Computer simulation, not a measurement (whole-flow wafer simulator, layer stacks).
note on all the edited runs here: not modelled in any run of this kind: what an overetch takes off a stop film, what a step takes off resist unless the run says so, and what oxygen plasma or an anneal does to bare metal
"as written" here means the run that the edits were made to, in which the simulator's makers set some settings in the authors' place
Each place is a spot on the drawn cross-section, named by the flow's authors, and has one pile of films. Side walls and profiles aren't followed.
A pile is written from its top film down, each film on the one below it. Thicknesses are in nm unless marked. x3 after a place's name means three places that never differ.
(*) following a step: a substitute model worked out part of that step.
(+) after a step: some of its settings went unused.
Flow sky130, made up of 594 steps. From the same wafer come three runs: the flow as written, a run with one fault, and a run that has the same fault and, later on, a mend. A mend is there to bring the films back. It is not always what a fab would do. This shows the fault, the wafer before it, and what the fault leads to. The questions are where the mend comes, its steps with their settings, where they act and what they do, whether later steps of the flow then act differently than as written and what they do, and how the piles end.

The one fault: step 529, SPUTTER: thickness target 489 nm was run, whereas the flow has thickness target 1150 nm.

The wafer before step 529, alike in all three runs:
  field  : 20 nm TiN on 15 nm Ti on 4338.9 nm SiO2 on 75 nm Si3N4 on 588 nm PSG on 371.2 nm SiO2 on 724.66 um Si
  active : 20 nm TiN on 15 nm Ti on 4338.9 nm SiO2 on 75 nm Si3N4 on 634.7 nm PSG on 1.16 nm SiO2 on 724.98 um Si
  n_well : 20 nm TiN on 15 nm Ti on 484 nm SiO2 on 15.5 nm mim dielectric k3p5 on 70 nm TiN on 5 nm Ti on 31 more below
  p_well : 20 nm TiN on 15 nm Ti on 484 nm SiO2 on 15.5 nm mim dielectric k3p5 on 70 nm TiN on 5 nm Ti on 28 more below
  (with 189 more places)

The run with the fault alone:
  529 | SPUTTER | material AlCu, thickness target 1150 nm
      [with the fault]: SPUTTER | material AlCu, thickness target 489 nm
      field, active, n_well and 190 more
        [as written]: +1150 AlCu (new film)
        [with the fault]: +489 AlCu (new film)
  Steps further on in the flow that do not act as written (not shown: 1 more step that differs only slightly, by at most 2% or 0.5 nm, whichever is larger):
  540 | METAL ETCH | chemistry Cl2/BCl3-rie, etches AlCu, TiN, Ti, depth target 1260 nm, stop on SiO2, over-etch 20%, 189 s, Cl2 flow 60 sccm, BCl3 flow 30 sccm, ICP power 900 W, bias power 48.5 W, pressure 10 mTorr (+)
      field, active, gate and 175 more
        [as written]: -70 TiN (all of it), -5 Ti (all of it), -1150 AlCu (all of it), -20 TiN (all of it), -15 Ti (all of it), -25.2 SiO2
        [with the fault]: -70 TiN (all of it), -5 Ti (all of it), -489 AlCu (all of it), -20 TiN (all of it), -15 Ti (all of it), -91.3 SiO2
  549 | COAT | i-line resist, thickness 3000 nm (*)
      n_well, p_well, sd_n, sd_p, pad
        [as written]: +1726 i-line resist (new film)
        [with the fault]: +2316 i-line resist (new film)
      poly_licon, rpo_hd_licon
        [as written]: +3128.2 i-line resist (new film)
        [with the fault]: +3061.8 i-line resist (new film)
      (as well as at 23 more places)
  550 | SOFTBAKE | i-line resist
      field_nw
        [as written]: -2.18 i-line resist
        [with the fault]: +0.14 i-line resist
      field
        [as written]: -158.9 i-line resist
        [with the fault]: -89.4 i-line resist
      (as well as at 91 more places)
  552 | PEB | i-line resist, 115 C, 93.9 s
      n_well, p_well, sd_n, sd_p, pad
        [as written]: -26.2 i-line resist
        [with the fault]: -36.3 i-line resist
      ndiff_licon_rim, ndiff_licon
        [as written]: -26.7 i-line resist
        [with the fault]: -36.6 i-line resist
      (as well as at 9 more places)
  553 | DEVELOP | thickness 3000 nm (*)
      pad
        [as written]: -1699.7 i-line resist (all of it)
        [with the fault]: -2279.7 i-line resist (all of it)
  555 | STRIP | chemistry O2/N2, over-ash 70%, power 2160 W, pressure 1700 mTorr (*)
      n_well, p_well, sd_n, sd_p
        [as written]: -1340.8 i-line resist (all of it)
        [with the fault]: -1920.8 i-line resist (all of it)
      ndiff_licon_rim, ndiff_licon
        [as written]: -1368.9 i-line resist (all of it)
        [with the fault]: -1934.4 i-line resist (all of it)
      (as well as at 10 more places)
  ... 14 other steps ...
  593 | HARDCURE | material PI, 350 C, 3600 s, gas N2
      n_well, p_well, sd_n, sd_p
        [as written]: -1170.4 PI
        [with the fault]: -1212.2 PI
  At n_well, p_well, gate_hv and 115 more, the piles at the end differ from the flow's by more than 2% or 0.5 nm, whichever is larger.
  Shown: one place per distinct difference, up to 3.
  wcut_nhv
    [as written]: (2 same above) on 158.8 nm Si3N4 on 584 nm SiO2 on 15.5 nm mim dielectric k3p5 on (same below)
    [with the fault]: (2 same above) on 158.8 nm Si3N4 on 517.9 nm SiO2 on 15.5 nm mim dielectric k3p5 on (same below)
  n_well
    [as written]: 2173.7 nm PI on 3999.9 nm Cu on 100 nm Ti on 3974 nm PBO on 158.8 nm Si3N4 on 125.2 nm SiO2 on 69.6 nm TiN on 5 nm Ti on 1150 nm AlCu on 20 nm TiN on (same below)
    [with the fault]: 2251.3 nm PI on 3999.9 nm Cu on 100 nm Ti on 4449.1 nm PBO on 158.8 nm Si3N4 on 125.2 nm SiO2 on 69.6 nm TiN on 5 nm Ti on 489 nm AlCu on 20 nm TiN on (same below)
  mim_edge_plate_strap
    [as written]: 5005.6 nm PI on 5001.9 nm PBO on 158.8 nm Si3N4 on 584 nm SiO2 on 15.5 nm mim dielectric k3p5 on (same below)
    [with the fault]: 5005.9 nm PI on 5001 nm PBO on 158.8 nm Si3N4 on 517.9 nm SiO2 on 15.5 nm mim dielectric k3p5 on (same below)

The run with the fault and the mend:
  The mend follows step 529.
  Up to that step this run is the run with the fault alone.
  529a | SPUTTER | material AlCu, thickness target 661 nm (the flow's step 529, run once more with other settings)
      field, active, n_well and 190 more
        +661 AlCu
  None of the later steps of the flow acts differently than as written at any place that is followed.
  At every place that both follow, the piles at the end match the flow's.
